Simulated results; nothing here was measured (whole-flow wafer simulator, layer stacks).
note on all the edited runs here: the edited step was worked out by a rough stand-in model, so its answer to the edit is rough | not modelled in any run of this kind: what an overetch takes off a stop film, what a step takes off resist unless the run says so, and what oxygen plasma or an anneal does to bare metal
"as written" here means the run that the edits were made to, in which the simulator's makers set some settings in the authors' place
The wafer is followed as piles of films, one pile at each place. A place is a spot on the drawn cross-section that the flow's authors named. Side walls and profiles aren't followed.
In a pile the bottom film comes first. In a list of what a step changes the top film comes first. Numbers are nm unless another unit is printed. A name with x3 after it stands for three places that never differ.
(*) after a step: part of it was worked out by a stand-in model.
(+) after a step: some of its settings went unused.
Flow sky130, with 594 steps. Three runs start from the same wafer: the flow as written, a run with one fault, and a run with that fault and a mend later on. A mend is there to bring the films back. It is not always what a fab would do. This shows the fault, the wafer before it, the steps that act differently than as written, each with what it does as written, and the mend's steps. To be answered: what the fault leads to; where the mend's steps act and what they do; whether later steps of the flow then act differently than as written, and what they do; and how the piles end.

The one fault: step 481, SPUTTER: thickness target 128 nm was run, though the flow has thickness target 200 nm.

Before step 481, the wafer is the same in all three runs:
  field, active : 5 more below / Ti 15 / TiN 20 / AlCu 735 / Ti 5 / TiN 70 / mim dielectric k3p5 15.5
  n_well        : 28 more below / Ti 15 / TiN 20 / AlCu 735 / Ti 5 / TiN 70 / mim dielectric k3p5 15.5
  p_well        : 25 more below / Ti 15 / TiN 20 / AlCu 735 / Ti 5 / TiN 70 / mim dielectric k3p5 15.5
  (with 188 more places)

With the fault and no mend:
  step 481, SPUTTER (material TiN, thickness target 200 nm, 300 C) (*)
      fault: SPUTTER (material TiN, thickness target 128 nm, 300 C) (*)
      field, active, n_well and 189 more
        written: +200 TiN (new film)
        fault: +128 TiN (new film)
  Steps further on in the flow that do not act as written (4 other steps are not shown; they differ only slightly, by no more than 2% or 0.5 nm, whichever is larger):
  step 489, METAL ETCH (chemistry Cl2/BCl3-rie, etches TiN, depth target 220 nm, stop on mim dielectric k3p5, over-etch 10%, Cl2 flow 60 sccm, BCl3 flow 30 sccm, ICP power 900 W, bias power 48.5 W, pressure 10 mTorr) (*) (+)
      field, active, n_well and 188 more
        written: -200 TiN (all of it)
        fault: -128 TiN (all of it)
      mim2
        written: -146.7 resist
        fault: -93.9 resist
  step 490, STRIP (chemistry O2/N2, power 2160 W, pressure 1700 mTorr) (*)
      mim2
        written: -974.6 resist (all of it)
        fault: -1027.4 resist (all of it)
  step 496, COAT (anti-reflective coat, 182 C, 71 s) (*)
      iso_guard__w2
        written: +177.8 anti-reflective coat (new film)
        fault: +131 anti-reflective coat (new film)
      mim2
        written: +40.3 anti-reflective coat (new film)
        fault: +29.5 anti-reflective coat (new film)
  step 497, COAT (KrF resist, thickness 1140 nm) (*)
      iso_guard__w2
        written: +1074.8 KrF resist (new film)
        fault: +1106.3 KrF resist (new film)
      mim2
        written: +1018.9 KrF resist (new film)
        fault: +1082.9 KrF resist (new film)
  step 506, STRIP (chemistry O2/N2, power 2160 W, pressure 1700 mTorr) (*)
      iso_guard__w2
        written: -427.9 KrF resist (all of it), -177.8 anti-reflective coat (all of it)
        fault: -459.3 KrF resist (all of it), -131 anti-reflective coat (all of it)
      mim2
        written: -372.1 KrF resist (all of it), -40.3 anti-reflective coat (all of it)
        fault: -436 KrF resist (all of it), -29.5 anti-reflective coat (all of it)
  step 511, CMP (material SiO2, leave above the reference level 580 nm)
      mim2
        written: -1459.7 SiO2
        fault: -1387.7 SiO2
  The piles end different from the flow's at mim2 by more than 2% or 0.5 nm, whichever is larger.
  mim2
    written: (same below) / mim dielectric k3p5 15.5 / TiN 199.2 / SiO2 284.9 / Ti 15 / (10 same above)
    fault: (same below) / mim dielectric k3p5 15.5 / TiN 127.2 / SiO2 356.9 / Ti 15 / (10 same above)

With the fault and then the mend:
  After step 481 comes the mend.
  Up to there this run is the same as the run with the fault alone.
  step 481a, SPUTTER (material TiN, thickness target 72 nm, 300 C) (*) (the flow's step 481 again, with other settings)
      field, active, n_well and 189 more
        +72 TiN
  Later steps of the flow that are run all act as written at every place that is followed.
  At every place that both follow, the piles at the end match the flow's.
